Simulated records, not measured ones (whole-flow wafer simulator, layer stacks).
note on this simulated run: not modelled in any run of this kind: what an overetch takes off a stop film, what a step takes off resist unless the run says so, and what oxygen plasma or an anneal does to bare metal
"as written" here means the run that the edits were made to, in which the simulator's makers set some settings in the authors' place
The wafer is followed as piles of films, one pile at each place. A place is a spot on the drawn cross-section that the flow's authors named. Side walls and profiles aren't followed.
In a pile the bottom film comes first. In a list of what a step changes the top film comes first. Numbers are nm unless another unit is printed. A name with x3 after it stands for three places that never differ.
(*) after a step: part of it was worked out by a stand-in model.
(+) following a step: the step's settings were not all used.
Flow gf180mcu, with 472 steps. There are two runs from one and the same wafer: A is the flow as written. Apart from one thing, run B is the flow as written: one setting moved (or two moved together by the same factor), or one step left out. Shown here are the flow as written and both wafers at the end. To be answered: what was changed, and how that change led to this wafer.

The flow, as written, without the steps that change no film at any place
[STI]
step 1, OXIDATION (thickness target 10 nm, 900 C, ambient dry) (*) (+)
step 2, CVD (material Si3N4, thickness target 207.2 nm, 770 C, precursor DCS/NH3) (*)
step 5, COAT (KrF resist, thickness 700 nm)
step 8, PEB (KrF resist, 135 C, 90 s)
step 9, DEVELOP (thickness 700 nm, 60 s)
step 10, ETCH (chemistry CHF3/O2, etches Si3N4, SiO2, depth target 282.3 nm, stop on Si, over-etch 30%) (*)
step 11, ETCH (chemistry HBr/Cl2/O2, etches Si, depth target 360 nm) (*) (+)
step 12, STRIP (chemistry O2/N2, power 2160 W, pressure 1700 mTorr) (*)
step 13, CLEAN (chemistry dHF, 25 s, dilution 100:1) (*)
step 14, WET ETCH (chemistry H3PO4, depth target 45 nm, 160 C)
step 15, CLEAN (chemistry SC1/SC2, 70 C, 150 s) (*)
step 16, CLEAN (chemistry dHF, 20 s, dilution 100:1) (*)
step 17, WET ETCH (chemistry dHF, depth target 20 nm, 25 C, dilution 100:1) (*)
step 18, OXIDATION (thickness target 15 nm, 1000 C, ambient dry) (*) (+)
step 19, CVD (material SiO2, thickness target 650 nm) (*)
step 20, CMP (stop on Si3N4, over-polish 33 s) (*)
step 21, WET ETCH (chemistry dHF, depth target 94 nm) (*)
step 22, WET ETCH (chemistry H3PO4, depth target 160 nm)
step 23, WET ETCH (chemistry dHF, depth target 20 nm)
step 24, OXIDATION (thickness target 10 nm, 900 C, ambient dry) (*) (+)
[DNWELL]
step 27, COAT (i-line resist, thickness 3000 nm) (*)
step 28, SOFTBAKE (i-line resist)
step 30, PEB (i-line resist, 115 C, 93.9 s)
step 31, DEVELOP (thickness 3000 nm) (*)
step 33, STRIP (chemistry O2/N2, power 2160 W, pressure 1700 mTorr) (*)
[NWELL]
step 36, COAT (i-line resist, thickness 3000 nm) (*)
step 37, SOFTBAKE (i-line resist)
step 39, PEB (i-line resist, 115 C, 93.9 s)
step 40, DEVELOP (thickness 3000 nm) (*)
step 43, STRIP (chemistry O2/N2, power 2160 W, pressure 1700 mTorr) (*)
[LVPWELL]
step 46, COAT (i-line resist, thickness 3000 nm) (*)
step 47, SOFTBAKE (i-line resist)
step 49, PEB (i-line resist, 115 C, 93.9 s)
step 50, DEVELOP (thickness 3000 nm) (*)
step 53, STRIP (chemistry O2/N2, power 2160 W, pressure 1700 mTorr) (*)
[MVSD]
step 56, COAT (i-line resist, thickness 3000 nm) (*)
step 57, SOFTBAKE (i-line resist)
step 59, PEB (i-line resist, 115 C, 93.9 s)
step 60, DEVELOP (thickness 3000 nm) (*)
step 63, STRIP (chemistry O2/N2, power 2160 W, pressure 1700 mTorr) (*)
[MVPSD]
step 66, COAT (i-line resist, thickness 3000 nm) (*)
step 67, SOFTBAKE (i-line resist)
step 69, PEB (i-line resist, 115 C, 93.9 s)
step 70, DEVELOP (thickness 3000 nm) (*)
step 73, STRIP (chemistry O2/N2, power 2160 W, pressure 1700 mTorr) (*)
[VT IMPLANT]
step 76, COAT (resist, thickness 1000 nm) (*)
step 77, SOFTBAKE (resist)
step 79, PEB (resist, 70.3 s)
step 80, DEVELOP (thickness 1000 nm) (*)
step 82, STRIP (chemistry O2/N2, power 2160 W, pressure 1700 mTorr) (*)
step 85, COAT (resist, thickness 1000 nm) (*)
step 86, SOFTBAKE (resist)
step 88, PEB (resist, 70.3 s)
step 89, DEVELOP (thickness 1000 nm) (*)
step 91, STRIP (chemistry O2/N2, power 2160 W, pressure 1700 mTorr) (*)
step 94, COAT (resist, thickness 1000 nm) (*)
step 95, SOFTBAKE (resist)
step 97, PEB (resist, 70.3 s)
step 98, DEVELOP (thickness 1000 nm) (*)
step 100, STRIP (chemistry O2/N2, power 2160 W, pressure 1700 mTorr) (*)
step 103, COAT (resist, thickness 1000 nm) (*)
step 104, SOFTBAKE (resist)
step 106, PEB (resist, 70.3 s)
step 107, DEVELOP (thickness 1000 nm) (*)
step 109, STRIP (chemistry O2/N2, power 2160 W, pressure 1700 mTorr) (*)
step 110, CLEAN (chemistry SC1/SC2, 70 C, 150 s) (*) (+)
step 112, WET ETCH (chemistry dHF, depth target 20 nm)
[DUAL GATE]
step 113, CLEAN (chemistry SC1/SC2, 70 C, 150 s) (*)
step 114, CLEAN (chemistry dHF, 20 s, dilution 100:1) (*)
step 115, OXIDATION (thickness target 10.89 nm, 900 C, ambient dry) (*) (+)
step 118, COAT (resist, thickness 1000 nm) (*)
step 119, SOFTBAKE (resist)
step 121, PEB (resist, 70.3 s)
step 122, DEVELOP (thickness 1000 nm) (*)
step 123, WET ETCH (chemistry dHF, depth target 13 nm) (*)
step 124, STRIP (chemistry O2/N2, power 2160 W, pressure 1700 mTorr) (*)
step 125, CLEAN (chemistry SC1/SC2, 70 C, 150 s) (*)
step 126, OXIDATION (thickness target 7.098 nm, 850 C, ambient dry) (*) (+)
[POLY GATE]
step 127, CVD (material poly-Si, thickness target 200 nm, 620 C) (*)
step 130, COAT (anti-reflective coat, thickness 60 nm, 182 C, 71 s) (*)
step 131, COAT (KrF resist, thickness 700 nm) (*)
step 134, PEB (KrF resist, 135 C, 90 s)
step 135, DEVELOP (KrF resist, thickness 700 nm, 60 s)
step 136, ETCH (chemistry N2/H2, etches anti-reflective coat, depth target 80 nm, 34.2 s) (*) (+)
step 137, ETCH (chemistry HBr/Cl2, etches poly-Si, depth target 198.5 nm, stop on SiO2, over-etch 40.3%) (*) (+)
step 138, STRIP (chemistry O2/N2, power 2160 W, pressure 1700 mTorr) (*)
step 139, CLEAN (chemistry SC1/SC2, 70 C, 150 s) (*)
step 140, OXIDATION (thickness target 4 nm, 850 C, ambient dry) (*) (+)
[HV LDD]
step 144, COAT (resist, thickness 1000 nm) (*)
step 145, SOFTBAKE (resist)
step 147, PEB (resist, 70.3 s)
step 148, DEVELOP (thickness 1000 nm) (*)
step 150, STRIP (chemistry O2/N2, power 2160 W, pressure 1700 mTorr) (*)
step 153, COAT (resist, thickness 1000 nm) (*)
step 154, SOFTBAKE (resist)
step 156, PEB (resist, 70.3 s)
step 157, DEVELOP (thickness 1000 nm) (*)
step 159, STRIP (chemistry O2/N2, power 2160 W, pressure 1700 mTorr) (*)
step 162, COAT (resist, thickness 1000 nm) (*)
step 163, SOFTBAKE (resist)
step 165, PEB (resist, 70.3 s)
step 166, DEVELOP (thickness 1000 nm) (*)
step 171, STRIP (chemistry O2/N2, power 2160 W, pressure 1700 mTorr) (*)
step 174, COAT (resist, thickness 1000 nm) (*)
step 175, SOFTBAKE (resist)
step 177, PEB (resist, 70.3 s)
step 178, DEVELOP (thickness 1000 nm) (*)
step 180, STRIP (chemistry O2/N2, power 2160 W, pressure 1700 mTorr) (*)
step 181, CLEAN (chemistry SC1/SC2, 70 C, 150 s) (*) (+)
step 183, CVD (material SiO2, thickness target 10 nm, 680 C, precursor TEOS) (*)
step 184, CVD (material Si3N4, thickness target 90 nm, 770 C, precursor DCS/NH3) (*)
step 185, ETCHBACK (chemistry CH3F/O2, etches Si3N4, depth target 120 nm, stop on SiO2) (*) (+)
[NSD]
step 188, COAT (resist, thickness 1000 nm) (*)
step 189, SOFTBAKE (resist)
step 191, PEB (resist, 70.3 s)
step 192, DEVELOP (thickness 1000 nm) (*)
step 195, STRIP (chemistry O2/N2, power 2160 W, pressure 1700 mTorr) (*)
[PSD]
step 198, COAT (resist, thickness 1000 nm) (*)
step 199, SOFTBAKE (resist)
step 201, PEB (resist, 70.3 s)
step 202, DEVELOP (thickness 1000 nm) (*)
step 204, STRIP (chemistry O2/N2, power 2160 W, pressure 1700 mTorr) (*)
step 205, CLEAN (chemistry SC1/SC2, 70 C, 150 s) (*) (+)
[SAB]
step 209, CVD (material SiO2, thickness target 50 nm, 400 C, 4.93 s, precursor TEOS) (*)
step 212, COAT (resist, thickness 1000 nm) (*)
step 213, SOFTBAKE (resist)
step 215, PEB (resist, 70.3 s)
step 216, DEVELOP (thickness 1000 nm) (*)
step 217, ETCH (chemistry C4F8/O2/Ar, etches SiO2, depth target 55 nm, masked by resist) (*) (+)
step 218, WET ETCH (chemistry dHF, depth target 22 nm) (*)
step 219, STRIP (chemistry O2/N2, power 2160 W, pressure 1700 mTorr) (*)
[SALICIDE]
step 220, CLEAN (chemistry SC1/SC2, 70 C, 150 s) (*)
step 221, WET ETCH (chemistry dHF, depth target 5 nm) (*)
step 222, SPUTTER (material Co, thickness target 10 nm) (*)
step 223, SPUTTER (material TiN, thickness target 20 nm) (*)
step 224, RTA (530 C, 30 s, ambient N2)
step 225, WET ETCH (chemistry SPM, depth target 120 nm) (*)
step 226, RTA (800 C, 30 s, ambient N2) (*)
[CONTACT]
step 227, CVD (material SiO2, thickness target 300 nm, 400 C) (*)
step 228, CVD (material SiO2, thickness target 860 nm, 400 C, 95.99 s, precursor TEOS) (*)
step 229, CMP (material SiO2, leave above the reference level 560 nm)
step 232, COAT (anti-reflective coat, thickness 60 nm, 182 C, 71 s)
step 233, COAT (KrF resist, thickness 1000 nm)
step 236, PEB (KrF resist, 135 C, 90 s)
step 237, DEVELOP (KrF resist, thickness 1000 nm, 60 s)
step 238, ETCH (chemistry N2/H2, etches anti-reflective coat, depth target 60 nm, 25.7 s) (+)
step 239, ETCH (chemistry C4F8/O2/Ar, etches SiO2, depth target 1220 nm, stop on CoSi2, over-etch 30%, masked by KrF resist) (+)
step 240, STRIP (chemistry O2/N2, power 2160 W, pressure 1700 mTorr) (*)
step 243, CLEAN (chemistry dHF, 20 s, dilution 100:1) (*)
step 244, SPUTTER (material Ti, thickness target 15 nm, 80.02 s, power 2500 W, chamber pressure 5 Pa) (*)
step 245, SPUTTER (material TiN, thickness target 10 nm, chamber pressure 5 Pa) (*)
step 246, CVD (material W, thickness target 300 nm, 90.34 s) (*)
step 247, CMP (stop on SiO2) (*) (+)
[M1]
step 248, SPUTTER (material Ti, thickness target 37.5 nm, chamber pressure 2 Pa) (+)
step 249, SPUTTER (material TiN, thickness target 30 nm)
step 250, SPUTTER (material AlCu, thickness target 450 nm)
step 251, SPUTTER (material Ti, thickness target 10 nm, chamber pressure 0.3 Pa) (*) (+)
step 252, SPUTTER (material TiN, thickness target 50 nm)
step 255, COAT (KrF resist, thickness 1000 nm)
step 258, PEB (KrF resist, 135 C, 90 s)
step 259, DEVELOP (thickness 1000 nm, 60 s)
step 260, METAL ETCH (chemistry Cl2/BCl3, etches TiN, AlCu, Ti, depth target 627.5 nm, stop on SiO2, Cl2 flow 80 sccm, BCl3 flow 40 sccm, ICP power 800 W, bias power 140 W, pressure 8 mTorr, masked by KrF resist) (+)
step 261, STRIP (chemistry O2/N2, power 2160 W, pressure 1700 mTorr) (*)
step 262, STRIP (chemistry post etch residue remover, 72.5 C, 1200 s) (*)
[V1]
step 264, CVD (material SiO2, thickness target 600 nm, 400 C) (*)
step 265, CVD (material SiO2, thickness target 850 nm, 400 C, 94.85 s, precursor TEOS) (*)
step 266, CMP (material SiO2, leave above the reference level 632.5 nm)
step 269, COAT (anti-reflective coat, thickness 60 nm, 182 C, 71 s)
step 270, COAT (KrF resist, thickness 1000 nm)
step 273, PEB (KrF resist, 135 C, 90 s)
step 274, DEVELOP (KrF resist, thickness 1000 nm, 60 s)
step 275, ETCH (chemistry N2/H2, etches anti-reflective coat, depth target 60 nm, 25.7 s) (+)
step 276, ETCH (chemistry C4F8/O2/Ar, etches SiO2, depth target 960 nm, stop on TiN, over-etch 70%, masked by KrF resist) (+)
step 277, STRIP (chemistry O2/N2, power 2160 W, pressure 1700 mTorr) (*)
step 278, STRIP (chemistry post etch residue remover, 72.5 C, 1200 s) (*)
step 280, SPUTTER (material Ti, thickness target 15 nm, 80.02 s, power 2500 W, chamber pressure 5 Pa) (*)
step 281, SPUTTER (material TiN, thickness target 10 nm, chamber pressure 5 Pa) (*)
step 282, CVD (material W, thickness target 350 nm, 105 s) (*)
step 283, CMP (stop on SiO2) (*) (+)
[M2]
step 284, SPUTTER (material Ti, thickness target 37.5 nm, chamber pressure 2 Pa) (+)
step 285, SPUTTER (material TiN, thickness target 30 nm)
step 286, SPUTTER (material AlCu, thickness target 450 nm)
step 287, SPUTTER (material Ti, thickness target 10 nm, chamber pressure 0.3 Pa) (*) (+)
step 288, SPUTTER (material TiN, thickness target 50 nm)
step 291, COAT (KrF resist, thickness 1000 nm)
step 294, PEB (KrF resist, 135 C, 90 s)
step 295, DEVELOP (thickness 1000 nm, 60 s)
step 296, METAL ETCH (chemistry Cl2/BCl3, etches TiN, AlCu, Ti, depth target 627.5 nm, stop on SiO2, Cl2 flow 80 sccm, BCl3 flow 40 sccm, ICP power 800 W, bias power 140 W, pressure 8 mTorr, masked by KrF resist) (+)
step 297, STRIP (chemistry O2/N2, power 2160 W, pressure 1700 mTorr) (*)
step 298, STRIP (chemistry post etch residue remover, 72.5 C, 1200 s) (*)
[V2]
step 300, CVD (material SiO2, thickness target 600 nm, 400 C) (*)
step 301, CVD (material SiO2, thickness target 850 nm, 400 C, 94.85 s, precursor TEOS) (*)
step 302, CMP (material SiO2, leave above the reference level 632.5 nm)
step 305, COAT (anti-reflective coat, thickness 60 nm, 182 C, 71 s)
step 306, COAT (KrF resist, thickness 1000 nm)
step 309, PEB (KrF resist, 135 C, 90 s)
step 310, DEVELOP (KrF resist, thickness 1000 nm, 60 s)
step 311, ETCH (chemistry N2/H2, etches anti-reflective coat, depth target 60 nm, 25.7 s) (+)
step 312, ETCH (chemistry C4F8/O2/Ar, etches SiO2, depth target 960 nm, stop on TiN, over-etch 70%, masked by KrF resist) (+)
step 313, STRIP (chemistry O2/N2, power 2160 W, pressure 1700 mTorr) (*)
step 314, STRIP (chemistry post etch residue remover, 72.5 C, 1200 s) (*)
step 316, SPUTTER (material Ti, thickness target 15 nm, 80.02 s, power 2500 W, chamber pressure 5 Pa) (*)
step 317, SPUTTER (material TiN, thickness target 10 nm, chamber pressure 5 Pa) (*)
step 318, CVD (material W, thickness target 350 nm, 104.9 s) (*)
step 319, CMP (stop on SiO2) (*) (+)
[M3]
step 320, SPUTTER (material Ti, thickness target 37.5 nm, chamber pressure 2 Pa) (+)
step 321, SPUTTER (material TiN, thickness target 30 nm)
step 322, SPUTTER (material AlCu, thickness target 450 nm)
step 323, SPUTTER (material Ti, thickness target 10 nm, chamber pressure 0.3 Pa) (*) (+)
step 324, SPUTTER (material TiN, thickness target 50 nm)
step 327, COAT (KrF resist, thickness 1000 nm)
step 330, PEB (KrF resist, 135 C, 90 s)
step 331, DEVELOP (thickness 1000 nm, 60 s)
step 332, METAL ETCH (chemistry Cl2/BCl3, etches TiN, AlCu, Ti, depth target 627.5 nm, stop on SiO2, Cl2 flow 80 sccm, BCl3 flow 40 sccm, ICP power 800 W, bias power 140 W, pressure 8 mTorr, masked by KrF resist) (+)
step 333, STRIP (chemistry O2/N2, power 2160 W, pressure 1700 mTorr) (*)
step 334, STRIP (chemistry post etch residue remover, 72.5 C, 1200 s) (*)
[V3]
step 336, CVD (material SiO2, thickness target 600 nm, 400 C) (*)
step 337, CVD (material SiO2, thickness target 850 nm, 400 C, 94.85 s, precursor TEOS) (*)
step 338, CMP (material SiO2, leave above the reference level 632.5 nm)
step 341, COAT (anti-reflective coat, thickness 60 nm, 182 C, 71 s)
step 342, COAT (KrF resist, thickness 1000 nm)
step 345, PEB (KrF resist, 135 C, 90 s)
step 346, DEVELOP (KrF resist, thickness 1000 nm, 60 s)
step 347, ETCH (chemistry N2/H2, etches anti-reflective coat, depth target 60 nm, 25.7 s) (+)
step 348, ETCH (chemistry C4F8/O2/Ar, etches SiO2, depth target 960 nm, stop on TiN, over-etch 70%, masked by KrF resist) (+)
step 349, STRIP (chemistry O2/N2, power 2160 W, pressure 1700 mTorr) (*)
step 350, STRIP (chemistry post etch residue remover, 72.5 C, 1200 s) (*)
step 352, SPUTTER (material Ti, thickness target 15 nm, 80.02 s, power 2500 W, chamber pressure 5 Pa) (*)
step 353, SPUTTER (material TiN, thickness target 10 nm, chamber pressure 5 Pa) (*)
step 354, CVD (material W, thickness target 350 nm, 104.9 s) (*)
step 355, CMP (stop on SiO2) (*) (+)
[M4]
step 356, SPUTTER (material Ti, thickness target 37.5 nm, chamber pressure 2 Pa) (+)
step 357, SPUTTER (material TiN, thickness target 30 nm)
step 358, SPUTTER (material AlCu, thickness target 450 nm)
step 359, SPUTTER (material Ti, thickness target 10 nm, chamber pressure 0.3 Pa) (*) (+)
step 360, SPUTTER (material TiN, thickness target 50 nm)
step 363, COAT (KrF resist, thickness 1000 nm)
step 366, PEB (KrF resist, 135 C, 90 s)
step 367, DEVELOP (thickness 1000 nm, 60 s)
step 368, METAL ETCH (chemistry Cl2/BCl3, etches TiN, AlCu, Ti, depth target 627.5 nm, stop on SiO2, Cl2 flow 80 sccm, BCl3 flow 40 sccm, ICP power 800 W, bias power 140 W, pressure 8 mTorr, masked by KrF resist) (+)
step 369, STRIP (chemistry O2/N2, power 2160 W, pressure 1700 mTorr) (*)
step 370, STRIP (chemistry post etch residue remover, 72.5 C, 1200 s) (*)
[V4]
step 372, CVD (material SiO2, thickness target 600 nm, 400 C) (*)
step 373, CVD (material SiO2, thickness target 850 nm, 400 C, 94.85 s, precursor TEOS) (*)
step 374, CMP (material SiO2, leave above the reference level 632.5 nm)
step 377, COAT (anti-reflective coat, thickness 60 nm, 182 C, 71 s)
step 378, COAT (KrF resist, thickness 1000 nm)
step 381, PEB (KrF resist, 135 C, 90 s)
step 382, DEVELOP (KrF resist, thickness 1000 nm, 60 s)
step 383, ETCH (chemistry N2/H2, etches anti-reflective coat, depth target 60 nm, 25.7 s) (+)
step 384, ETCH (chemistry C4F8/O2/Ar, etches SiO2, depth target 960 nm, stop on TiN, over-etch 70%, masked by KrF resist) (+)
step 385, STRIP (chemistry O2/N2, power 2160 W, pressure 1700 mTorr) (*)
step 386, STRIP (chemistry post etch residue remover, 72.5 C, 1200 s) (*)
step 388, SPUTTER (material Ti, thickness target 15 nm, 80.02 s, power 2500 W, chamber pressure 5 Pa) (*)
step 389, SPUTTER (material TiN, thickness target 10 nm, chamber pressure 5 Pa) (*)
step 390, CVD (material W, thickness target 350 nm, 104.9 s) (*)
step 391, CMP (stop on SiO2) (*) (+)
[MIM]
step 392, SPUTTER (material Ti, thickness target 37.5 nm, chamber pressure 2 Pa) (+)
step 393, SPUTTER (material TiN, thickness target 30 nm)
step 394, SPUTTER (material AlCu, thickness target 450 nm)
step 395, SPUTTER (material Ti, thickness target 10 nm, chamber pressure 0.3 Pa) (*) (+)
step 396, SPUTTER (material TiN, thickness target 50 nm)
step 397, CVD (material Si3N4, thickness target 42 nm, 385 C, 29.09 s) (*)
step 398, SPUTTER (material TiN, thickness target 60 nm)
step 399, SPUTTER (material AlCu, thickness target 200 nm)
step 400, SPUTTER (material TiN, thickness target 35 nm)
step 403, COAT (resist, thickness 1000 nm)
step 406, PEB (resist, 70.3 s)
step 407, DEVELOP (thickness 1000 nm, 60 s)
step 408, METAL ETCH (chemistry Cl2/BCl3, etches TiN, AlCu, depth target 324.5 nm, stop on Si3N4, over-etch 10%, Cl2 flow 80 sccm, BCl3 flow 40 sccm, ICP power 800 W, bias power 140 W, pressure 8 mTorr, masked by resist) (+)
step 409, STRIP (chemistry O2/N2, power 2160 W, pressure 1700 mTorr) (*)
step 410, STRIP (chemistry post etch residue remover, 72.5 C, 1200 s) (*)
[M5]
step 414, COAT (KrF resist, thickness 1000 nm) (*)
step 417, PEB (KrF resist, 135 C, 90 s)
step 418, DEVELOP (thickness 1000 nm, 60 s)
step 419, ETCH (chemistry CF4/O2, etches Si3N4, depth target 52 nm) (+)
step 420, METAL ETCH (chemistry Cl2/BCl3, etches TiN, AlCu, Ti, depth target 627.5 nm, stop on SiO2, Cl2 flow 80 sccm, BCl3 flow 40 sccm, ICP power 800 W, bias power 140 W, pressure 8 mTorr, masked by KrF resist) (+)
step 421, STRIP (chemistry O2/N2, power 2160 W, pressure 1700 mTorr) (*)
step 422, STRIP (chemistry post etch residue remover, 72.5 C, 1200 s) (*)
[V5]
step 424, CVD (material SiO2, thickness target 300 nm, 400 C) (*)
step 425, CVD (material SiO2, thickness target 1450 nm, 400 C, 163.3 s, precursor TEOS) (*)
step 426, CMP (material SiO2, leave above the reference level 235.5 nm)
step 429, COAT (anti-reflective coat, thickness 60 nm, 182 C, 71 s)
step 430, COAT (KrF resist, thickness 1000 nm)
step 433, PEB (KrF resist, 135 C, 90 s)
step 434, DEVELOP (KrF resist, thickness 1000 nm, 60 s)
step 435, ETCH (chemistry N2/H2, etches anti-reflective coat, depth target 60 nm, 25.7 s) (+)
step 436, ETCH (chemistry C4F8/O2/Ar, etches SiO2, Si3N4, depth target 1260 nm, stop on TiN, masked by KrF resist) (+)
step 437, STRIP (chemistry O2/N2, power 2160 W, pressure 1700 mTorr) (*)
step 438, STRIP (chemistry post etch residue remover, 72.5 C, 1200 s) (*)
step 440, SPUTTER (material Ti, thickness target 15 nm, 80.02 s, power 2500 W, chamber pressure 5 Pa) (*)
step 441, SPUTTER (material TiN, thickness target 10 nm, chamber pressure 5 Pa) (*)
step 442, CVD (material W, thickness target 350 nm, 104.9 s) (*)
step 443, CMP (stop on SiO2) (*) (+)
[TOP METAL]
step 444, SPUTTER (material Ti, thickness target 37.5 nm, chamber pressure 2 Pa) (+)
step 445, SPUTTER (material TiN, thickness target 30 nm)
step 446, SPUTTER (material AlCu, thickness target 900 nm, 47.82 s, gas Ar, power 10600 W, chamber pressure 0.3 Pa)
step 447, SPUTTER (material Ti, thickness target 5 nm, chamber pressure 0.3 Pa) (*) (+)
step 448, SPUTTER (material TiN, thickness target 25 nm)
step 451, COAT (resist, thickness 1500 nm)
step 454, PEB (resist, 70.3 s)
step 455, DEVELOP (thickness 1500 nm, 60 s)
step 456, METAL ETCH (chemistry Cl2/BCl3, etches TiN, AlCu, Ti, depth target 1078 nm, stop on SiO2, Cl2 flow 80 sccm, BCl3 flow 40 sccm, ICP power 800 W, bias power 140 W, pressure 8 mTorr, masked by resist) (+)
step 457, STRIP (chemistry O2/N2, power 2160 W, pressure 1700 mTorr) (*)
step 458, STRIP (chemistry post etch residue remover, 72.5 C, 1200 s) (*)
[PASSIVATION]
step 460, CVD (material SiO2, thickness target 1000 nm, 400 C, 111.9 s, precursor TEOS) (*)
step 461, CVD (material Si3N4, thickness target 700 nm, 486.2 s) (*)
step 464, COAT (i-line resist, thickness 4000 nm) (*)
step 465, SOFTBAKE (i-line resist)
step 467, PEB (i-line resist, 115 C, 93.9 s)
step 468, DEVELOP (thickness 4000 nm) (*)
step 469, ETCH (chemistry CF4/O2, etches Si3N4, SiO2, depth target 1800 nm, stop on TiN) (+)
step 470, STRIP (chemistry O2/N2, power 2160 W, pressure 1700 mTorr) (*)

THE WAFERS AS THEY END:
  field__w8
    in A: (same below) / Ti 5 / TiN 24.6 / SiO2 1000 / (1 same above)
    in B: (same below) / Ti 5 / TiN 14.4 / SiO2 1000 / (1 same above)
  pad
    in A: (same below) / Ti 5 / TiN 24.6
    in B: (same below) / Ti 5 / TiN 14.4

The reason: step 448, SPUTTER: thickness target 14.8 nm was run, whereas the flow has thickness target 25 nm.

Step by step, how the change led to this:
  step 448, SPUTTER (material TiN, thickness target 25 nm)
      field, field__w1, field__w2 and 109 more: A TiN gains 25 (new film) | B TiN gains 14.8 (new film)
  step 456, METAL ETCH (chemistry Cl2/BCl3, etches TiN, AlCu, Ti, depth target 1078 nm, stop on SiO2, Cl2 flow 80 sccm, BCl3 flow 40 sccm, ICP power 800 W, bias power 140 W, pressure 8 mTorr, masked by resist) (+)
      field, field__w1, field__w2 and 103 more: A TiN loses 25 (all of it), Ti loses 5 (all of it), AlCu loses 900 (all of it), TiN loses 30 (all of it), Ti loses 37.5 (all of it) | B TiN loses 14.8 (all of it), Ti loses 5 (all of it), AlCu loses 900 (all of it), TiN loses 30 (all of it), Ti loses 37.5 (all of it)
